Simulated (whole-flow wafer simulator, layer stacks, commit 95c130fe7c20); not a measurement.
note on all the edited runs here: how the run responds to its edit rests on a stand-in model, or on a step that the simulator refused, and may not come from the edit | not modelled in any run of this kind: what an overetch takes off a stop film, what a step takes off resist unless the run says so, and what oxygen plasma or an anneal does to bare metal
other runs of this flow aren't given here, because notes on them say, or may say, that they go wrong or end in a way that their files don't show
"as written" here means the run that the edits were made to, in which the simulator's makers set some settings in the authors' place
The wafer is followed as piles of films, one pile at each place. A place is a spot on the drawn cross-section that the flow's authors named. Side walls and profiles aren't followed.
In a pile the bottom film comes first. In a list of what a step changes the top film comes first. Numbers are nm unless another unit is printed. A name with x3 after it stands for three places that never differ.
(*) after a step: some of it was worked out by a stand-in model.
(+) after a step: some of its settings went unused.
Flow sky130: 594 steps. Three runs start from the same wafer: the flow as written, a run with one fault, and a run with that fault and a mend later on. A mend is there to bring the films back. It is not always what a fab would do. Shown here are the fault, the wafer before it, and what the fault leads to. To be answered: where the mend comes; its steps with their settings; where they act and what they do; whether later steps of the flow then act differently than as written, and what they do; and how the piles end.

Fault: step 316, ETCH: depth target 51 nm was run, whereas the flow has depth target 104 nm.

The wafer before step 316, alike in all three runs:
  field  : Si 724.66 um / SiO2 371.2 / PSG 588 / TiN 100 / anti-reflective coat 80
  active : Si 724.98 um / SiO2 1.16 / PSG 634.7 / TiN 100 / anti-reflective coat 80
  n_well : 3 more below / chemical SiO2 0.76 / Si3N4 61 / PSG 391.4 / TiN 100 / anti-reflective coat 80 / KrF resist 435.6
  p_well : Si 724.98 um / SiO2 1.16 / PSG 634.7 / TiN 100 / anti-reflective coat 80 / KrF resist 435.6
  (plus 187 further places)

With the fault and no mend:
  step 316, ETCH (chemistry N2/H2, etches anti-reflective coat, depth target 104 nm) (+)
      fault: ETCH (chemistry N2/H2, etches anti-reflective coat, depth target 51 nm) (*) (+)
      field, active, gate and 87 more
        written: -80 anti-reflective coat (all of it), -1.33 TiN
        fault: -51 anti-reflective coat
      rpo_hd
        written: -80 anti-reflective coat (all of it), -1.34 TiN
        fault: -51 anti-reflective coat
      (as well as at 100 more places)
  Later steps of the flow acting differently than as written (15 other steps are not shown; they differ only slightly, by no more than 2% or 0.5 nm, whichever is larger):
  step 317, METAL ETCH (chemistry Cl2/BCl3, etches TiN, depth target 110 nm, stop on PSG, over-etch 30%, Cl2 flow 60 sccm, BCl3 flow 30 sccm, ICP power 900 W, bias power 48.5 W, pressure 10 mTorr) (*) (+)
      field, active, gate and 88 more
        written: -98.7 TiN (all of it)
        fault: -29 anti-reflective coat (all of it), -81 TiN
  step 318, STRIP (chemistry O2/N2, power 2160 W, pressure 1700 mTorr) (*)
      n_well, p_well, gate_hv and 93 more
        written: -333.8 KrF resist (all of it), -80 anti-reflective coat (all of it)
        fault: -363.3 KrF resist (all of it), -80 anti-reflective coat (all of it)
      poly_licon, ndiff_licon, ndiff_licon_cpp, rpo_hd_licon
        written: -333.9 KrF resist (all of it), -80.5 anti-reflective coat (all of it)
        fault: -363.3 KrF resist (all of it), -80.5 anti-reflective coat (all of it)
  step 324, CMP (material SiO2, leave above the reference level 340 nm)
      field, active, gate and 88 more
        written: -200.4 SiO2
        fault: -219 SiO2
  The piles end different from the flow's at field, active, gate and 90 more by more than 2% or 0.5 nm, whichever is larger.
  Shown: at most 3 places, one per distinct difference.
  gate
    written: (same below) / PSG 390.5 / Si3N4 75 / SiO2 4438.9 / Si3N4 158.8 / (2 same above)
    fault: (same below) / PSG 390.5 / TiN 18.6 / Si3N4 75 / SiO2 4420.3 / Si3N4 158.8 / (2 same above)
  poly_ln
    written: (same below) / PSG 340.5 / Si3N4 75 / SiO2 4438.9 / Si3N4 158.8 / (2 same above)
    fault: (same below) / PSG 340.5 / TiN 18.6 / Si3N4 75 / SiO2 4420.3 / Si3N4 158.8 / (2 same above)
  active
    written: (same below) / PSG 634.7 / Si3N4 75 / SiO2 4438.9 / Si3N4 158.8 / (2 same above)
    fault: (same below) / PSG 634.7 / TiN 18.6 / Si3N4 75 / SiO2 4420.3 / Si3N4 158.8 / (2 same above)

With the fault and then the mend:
  The mend follows step 316.
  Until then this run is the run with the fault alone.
  step 316a, ETCH (chemistry N2/H2, etches anti-reflective coat, depth target 53 nm) (*) (+) (the flow's step 316 again, with other settings)
      n_well, p_well, gate_hv and 97 more
        -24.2 KrF resist
      field, active, gate and 88 more
        -29 anti-reflective coat (all of it), -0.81 TiN
  Every later step of the flow that is run acts as written, at every place that is followed, to within 2% or 0.5 nm, whichever is larger.
  At every place that both follow, the piles at the end match the flow's.
